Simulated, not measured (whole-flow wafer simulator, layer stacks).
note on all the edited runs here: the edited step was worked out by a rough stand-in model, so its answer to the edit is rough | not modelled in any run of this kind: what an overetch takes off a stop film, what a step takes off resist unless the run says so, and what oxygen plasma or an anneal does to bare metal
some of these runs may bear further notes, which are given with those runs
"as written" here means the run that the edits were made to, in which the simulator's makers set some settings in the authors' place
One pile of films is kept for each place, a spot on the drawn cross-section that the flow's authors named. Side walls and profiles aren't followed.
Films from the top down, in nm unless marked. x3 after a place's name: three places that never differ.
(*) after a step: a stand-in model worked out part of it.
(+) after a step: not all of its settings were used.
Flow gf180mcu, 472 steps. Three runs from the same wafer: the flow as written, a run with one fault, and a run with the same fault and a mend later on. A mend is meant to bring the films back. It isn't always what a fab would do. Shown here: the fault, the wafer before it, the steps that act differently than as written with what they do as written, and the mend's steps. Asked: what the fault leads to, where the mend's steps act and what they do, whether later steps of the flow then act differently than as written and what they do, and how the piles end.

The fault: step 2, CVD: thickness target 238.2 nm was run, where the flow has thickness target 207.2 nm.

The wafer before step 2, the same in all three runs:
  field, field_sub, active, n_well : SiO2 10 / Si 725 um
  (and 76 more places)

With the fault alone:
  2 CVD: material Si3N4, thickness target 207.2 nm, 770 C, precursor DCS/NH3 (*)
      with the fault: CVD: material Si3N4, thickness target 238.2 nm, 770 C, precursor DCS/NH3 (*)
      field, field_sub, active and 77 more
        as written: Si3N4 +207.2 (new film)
        with the fault: Si3N4 +238.2 (new film)
  Later steps of the flow that act differently than as written (88 more steps differ only slightly, by at most 2% or 0.5 nm, whichever is larger, and aren't shown):
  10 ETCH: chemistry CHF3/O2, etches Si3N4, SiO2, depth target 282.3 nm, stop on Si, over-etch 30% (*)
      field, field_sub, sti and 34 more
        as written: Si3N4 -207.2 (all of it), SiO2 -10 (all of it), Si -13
        with the fault: Si3N4 -238.2 (all of it), SiO2 -10 (all of it), Si -6.82
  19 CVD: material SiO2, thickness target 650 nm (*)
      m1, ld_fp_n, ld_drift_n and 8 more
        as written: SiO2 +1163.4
        with the fault: SiO2 +1194.5
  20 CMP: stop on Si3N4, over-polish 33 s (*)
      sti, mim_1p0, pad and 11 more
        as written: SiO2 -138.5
        with the fault: SiO2 -107.4
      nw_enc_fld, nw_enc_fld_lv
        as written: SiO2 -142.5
        with the fault: SiO2 -111.4
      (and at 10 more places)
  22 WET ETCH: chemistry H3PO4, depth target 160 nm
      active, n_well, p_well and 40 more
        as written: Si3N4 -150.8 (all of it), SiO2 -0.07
        with the fault: Si3N4 -160.1
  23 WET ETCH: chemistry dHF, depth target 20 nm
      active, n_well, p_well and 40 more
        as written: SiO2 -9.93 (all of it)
        with the fault: Si3N4 -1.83
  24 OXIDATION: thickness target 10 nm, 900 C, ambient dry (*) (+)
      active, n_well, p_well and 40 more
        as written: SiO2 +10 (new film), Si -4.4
        with the fault: nothing
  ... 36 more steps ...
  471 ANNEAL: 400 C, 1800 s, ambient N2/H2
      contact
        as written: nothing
        with the fault: under 49 films: void +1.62 (new film), Ti -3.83, TiSi first +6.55 (new film), Si -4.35
  At the end the piles differ from the flow's by more than 2% or 0.5 nm, whichever is larger, at field__w8, active, n_well and 56 more.
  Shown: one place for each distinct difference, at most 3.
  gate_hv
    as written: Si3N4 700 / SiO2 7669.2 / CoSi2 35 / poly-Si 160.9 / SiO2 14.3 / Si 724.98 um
    with the fault: Si3N4 700 / SiO2 7682.3 / CoSi2 35 / poly-Si 160.9 / Si3N4 16.9 / SiO2 10 / Si 725 um
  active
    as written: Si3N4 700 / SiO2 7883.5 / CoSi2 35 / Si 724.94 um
    with the fault: Si3N4 700 / SiO2 7883.4 / Si3N4 11.7 / SiO2 10 / Si 725 um
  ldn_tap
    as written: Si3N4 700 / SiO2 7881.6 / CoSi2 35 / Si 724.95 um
    with the fault: Si3N4 700 / SiO2 7881.9 / Si3N4 13.1 / SiO2 10 / Si 725 um

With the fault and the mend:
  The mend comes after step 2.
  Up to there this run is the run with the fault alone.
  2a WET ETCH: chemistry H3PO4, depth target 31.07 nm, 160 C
      field, field_sub, active and 77 more
        Si3N4 -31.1
  No later step of the flow acts differently than as written, at any place that is followed, by more than 2% or 0.5 nm, whichever is larger.
  At the end the piles are the same as the flow's at every place that both follow.
